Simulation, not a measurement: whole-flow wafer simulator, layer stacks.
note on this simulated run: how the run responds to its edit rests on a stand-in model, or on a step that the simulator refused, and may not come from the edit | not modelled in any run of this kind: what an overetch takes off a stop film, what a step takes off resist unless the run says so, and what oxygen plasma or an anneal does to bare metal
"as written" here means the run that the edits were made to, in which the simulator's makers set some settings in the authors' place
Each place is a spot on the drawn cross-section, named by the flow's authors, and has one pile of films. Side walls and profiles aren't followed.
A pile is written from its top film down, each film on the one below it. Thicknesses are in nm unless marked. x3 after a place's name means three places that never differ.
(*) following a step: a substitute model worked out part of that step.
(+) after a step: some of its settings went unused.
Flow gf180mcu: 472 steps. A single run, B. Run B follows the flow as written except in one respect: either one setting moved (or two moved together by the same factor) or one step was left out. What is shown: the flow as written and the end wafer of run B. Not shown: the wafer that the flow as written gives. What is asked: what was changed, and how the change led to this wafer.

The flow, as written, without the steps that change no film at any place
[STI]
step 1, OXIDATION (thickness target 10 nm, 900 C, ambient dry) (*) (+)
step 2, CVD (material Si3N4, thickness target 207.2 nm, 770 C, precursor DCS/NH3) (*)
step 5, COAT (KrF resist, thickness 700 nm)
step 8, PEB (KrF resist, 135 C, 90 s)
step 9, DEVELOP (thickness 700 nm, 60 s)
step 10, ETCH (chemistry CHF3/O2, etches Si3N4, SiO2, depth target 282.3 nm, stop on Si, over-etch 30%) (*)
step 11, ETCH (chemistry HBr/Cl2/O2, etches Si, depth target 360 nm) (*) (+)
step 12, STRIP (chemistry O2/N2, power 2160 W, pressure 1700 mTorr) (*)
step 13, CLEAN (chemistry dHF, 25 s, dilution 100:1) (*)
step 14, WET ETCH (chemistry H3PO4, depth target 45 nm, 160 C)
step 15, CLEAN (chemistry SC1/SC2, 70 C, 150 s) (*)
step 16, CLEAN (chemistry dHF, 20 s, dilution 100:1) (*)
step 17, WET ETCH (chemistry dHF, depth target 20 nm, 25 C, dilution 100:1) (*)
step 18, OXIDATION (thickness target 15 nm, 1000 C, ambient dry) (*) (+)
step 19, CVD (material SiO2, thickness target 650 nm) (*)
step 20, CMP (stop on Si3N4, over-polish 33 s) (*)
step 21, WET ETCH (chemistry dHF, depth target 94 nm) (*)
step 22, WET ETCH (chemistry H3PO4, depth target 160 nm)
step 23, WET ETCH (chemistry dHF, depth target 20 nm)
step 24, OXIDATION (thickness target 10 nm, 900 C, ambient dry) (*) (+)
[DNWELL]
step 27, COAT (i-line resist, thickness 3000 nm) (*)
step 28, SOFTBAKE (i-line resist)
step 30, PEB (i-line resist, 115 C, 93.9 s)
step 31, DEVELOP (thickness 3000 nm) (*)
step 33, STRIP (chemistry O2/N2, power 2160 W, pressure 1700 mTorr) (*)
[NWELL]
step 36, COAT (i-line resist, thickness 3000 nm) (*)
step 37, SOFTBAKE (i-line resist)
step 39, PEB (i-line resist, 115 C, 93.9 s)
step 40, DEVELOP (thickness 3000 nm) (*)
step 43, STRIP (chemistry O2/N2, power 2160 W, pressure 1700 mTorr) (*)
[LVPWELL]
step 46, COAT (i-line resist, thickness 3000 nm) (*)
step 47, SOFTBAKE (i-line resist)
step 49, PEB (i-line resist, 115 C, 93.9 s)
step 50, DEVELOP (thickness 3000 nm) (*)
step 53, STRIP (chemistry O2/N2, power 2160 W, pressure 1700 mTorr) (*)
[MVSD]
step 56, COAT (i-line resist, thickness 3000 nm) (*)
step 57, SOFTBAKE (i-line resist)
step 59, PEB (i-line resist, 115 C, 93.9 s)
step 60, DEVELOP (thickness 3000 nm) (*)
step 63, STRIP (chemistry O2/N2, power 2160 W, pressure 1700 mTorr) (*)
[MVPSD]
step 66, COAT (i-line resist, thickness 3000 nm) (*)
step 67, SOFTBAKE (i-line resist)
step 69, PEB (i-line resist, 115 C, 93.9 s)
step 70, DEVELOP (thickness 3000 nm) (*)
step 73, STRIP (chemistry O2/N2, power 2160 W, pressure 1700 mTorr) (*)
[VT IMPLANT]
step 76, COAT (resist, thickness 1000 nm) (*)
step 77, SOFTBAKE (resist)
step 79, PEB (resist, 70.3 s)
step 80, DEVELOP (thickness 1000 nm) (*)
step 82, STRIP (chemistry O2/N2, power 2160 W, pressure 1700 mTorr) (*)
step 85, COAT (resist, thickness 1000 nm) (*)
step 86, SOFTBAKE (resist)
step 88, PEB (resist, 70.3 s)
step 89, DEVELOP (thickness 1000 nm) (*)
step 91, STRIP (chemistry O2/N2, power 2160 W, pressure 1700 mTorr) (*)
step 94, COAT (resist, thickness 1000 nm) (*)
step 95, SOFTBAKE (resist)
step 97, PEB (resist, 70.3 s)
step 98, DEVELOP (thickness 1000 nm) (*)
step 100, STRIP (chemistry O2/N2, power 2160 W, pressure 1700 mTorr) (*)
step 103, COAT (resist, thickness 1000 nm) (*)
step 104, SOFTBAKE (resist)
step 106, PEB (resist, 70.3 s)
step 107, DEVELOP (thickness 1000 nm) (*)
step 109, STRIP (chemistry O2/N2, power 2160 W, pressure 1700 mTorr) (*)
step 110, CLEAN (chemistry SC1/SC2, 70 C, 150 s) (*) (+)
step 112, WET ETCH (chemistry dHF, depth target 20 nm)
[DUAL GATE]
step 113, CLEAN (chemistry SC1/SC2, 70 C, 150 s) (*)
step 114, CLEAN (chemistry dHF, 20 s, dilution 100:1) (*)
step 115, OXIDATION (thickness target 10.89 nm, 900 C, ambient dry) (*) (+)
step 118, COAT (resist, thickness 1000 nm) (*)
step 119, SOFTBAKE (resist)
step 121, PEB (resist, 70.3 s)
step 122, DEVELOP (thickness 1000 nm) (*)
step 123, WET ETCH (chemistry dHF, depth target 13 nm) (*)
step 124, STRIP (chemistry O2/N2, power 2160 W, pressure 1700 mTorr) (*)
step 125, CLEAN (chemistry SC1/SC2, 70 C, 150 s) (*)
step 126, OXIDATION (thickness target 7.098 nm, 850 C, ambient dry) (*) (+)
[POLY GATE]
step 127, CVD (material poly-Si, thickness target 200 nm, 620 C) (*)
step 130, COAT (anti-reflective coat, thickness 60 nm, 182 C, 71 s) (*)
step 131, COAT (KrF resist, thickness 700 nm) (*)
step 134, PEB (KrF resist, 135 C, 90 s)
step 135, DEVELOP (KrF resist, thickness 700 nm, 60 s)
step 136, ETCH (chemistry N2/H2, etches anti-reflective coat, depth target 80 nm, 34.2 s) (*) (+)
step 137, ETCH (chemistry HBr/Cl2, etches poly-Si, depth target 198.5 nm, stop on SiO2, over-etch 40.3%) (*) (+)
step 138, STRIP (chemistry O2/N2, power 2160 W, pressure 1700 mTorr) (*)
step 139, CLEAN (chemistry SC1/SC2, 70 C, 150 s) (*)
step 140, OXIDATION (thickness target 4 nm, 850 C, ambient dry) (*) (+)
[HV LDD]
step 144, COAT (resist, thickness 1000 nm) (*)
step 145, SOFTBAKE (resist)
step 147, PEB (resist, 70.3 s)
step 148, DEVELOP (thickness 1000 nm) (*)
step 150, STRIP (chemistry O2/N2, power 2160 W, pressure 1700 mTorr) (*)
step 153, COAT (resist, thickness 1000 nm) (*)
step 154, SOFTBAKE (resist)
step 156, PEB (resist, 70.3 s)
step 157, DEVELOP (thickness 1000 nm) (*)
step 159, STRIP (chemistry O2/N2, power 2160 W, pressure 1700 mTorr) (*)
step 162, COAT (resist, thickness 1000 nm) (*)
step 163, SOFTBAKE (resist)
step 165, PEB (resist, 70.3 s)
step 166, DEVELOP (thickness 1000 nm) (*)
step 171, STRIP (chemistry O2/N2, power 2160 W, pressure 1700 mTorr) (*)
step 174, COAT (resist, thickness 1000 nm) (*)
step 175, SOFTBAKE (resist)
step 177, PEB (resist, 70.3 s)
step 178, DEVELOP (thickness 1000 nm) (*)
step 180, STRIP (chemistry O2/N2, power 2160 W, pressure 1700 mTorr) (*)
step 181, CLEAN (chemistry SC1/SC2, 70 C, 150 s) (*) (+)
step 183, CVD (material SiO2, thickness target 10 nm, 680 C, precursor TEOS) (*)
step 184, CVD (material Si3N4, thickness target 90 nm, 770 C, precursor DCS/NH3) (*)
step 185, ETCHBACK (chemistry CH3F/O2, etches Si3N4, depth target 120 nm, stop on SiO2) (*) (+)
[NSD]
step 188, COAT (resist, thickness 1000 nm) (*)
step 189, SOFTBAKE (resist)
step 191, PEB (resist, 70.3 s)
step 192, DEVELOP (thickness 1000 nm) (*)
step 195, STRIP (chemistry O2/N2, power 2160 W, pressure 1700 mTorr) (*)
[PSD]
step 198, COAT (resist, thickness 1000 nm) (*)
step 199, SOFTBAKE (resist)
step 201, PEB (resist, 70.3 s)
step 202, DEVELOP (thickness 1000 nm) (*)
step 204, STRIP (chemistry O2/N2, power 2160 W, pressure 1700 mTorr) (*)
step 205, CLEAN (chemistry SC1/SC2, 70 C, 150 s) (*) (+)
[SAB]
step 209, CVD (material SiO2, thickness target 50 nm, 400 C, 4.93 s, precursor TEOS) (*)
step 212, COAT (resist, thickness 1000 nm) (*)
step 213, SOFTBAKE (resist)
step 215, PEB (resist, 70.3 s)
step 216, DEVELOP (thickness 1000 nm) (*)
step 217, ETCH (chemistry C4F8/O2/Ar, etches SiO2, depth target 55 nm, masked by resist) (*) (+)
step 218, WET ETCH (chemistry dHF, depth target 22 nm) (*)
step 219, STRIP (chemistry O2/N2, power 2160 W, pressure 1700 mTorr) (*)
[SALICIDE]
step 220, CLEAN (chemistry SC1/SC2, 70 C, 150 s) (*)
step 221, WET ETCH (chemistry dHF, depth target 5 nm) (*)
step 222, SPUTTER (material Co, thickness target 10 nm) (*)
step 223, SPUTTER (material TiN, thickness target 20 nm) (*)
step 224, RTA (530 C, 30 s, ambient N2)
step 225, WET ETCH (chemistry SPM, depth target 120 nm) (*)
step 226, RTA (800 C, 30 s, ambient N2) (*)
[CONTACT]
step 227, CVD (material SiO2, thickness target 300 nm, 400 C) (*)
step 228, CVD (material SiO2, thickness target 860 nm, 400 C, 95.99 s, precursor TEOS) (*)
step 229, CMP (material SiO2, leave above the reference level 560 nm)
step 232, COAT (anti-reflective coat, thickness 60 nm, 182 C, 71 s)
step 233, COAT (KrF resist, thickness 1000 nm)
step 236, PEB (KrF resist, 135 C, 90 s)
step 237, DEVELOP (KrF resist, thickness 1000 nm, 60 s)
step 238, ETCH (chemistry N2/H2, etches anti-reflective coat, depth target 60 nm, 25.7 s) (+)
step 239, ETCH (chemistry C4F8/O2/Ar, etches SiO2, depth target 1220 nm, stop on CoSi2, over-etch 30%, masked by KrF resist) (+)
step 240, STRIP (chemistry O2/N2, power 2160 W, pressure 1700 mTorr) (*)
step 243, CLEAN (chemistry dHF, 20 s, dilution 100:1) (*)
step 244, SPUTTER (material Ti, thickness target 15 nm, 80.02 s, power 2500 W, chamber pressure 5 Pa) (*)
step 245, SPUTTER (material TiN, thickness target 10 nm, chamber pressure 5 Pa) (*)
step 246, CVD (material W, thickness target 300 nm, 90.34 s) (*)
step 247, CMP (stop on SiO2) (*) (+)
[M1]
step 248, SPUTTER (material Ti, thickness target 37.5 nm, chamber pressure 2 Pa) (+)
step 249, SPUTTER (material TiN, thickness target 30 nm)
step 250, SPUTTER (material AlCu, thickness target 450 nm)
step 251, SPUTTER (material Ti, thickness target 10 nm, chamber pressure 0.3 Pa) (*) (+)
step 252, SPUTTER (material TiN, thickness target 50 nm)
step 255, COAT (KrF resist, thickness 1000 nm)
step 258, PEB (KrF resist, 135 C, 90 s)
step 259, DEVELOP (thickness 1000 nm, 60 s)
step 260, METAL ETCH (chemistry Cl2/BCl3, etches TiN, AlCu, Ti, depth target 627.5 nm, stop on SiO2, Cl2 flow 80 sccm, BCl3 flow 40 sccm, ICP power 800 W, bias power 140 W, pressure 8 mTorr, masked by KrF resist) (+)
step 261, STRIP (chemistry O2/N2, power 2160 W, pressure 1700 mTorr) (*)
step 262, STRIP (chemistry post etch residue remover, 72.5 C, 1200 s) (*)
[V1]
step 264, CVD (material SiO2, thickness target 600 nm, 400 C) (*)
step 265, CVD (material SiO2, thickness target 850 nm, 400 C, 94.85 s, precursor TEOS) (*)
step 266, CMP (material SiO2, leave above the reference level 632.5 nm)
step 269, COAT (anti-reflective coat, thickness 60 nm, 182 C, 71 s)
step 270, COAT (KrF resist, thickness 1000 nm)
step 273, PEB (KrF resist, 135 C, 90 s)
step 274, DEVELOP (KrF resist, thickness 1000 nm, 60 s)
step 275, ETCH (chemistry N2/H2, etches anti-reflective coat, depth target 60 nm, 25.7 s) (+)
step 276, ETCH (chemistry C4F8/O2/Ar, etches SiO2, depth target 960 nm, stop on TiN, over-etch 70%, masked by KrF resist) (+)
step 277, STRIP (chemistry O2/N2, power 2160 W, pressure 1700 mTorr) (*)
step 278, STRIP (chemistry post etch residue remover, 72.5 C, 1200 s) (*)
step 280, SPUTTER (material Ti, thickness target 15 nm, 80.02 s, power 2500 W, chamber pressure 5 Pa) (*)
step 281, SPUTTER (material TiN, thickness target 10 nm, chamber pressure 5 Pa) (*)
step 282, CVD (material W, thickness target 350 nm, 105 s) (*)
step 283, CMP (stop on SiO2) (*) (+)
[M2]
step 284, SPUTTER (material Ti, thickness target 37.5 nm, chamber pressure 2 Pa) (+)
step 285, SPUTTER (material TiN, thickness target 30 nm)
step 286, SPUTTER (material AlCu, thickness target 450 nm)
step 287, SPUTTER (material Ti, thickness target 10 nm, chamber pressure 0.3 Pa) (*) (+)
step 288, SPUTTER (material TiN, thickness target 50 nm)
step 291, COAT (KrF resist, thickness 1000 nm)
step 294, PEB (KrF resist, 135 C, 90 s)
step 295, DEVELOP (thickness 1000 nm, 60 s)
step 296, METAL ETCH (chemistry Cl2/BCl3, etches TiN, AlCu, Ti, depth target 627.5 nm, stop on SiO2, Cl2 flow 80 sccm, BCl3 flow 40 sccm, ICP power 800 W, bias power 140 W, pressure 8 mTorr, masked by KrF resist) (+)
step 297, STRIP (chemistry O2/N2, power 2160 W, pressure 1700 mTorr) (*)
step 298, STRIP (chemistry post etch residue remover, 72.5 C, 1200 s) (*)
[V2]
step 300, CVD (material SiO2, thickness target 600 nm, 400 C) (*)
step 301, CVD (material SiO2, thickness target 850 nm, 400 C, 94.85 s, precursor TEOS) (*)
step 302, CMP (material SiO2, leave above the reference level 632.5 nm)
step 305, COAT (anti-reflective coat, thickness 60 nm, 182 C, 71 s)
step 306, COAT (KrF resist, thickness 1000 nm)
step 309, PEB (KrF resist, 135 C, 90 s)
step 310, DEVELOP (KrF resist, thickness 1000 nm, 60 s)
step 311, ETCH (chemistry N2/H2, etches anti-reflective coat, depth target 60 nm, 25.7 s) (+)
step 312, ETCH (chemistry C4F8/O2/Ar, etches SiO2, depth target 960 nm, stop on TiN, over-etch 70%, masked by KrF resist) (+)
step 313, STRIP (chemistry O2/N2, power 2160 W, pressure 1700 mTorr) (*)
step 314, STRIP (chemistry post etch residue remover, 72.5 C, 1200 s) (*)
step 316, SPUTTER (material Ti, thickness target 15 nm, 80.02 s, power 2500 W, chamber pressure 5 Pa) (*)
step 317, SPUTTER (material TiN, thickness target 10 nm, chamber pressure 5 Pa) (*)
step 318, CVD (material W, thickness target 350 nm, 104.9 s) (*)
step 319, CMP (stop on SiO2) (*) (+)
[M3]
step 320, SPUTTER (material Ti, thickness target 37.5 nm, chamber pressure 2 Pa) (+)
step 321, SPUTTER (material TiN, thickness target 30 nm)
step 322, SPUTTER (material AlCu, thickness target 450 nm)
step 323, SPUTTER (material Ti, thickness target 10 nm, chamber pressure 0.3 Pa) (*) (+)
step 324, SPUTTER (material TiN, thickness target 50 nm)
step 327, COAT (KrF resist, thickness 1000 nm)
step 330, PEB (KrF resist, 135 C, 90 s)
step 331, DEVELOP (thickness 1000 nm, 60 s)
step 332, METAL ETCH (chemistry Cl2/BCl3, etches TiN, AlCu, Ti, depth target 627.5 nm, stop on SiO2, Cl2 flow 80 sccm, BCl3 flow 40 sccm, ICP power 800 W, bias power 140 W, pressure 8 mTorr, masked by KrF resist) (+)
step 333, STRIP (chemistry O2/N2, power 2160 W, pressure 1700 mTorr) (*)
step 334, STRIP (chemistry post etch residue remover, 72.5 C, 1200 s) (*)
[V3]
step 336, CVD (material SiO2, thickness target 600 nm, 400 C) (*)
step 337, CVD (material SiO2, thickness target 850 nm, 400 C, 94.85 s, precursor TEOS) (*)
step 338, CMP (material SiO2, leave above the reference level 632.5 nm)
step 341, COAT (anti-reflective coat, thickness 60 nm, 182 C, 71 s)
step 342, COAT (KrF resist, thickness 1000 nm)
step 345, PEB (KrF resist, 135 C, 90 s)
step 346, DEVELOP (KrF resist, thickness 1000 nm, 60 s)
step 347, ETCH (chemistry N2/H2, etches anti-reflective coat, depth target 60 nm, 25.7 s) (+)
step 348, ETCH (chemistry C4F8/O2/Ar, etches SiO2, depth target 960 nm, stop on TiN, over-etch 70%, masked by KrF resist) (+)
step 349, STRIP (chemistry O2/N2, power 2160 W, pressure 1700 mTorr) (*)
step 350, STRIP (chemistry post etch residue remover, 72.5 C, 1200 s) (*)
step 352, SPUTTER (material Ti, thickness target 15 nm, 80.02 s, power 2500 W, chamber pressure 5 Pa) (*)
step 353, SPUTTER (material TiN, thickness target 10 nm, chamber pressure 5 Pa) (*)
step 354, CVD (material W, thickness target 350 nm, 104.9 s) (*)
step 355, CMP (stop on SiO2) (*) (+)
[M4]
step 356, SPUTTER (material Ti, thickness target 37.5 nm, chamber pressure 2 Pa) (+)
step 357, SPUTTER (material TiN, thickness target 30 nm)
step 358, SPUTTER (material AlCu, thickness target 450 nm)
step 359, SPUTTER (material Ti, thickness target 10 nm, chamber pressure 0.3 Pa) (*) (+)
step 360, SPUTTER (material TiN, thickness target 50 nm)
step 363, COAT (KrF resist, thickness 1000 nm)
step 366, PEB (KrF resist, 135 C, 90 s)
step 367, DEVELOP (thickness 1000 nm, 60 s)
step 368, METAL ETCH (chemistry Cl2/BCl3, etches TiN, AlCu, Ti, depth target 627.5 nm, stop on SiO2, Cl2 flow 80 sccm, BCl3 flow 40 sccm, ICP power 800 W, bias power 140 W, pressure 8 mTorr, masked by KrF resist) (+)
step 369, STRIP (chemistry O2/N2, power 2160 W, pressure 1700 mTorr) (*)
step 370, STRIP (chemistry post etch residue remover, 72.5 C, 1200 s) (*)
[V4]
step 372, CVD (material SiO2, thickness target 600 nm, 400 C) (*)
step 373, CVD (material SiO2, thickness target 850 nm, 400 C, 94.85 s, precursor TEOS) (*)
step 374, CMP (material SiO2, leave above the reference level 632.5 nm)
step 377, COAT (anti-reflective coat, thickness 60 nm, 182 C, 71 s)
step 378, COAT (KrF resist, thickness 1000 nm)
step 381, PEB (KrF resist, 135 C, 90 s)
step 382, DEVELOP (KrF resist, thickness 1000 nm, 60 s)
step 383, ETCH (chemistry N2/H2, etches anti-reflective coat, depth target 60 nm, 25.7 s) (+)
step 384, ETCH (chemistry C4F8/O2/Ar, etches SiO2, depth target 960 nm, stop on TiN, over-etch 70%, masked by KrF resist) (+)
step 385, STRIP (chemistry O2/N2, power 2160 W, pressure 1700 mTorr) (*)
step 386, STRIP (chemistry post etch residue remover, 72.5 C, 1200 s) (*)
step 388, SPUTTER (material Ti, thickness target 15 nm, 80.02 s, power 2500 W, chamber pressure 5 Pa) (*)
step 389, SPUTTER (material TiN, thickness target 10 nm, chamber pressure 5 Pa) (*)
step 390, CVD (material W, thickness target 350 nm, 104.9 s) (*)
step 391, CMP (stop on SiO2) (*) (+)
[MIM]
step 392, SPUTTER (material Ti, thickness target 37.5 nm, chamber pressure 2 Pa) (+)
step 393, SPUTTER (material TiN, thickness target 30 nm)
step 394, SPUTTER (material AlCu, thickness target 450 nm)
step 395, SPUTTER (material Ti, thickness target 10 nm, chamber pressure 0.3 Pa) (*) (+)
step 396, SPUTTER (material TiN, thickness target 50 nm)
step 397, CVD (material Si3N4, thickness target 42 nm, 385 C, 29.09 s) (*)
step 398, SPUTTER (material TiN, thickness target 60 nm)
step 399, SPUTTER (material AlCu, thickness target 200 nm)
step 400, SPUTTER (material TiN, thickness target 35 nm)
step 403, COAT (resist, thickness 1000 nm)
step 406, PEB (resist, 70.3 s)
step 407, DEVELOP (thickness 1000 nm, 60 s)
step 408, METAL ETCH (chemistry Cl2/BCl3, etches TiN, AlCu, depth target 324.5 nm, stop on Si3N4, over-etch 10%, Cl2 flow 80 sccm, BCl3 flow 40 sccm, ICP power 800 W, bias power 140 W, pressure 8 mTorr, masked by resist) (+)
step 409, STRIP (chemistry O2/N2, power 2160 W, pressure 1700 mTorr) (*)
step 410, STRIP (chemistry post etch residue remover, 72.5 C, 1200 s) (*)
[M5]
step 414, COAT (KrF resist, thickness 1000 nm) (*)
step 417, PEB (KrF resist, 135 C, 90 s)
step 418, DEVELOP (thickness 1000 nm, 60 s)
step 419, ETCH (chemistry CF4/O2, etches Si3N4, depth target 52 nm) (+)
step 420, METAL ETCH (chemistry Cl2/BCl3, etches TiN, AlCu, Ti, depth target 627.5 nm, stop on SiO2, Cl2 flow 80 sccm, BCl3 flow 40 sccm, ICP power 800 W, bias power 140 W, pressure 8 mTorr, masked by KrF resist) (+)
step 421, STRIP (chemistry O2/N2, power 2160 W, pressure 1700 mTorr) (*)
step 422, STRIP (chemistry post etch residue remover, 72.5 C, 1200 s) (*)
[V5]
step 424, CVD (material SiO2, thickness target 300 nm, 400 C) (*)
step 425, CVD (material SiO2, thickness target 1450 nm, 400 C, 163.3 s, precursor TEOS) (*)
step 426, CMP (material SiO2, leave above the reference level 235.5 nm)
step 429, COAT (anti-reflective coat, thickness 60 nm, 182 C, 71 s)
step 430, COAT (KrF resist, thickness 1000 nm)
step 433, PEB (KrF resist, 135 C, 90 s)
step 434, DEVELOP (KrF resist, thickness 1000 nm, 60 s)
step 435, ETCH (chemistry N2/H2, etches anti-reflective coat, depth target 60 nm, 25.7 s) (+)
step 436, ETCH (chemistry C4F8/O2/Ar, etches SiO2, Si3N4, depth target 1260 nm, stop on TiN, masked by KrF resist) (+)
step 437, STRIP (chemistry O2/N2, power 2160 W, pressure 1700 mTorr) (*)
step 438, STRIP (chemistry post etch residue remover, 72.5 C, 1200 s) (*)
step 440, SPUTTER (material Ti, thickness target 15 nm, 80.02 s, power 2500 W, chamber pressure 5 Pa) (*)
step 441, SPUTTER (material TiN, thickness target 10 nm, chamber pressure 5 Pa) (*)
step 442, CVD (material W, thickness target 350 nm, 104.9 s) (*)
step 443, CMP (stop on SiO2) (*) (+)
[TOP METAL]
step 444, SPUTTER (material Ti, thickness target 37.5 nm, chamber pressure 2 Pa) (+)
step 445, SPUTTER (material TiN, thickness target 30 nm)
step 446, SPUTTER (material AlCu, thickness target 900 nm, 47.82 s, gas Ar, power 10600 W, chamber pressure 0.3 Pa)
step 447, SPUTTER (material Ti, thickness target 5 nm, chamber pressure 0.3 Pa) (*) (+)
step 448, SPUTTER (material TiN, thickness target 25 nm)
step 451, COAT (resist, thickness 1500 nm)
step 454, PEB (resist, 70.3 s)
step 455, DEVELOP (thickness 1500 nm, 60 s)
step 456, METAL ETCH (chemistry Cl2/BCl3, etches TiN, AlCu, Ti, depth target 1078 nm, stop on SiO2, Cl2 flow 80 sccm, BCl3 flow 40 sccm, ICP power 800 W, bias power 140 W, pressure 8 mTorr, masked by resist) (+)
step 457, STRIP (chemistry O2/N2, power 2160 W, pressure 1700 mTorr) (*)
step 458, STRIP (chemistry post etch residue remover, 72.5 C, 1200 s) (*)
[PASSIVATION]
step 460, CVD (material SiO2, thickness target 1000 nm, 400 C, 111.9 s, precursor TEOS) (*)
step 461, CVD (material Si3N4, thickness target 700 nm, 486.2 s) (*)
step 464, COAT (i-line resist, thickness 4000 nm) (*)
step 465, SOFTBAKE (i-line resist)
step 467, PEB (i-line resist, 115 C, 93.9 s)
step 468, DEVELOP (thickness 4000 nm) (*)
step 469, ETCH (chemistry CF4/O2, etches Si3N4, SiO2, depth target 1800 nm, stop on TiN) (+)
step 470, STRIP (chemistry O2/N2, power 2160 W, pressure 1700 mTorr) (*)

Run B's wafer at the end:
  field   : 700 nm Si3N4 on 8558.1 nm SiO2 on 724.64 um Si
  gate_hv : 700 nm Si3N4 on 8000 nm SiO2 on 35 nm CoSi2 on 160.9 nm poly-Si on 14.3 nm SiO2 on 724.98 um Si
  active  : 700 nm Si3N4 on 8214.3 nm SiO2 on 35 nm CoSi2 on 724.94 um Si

The reason: step 302, CMP: leave above the reference level 964.6 nm was run, though the flow has leave above the reference level 632.5 nm.

Step by step, how the change led to this:
  step 302, CMP (material SiO2, leave above the reference level 632.5 nm)
      field, field__w1, field__w2 and 103 more: nothing (as written it would have been: -300 SiO2)
      field__w8, contact, m1, m1__w1, m1_nw: -545 SiO2 (as written it would have been: -877.1 SiO2)
  step 305, COAT (anti-reflective coat, thickness 60 nm, 182 C, 71 s)
      field: +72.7 anti-reflective coat (new film) (as written it would have been: +60 anti-reflective coat (new film))
      field__w8: +41.7 anti-reflective coat (new film) (as written it would have been: +60 anti-reflective coat (new film))
      (and at 11 other places as well)
  step 311, ETCH (chemistry N2/H2, etches anti-reflective coat, depth target 60 nm, 25.7 s) (+)
      contact: -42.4 anti-reflective coat (all of it), -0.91 SiO2 (as written it would have been: -60 anti-reflective coat (all of it), -0.46 SiO2)
  step 312, ETCH (chemistry C4F8/O2/Ar, etches SiO2, depth target 960 nm, stop on TiN, over-etch 70%, masked by KrF resist) (+)
      contact: -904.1 SiO2 (all of it) (as written it would have been: -572.5 SiO2 (all of it))
  step 313, STRIP (chemistry O2/N2, power 2160 W, pressure 1700 mTorr) (*)
      field: -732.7 KrF resist (all of it), -72.7 anti-reflective coat (all of it) (as written it would have been: -739.2 KrF resist (all of it), -60 anti-reflective coat (all of it))
      field__w8: -736.2 KrF resist (all of it), -41.7 anti-reflective coat (all of it) (as written it would have been: -739.2 KrF resist (all of it), -60 anti-reflective coat (all of it))
      (and at 10 other places as well)
  step 316, SPUTTER (material Ti, thickness target 15 nm, 80.02 s, power 2500 W, chamber pressure 5 Pa) (*)
      contact: +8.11 Ti (new film) (as written it would have been: +9.65 Ti (new film))
  step 317, SPUTTER (material TiN, thickness target 10 nm, chamber pressure 5 Pa) (*)
      contact: +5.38 TiN (new film) (as written it would have been: +6.4 TiN (new film))
  step 318, CVD (material W, thickness target 350 nm, 104.9 s) (*)
      contact: +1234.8 W (new film) (as written it would have been: +932.3 W (new film))
  step 319, CMP (stop on SiO2) (*) (+)
      m1, m1__w1, m1_nw: -350 W (all of it), -10 TiN (all of it), -15 Ti (all of it), -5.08 SiO2 (as written it would have been: -350 W (all of it), -10 TiN (all of it), -15 Ti (all of it), -3.78 SiO2)
      field__w8: -350 W (all of it), -10 TiN (all of it), -15 Ti (all of it), -5.09 SiO2 (as written it would have been: -350 W (all of it), -10 TiN (all of it), -15 Ti (all of it), -3.78 SiO2)
  step 327, COAT (KrF resist, thickness 1000 nm)
      field__w8: +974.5 KrF resist (new film) (as written it would have been: +1000 KrF resist (new film))
      m1: +974.1 KrF resist (new film) (as written it would have been: +1000 KrF resist (new film))
      (and at 2 other places as well)
  step 333, STRIP (chemistry O2/N2, power 2160 W, pressure 1700 mTorr) (*)
      field__w8: -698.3 KrF resist (all of it) (as written it would have been: -723.5 KrF resist (all of it))
      m1: -697.9 KrF resist (all of it) (as written it would have been: -723.5 KrF resist (all of it))
      (and at 2 other places as well)
  step 338, CMP (material SiO2, leave above the reference level 632.5 nm)
      field, field__w1, field__w2 and 103 more: -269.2 SiO2 (as written it would have been: -300 SiO2)
      contact: -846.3 SiO2 (as written it would have been: -877.1 SiO2)
  step 348, ETCH (chemistry C4F8/O2/Ar, etches SiO2, depth target 960 nm, stop on TiN, over-etch 70%, masked by KrF resist) (+)
      contact: -603.3 SiO2 (all of it) (as written it would have been: -572.5 SiO2 (all of it))
  step 354, CVD (material W, thickness target 350 nm, 104.9 s) (*)
      contact: +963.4 W (new film) (as written it would have been: +932.3 W (new film))
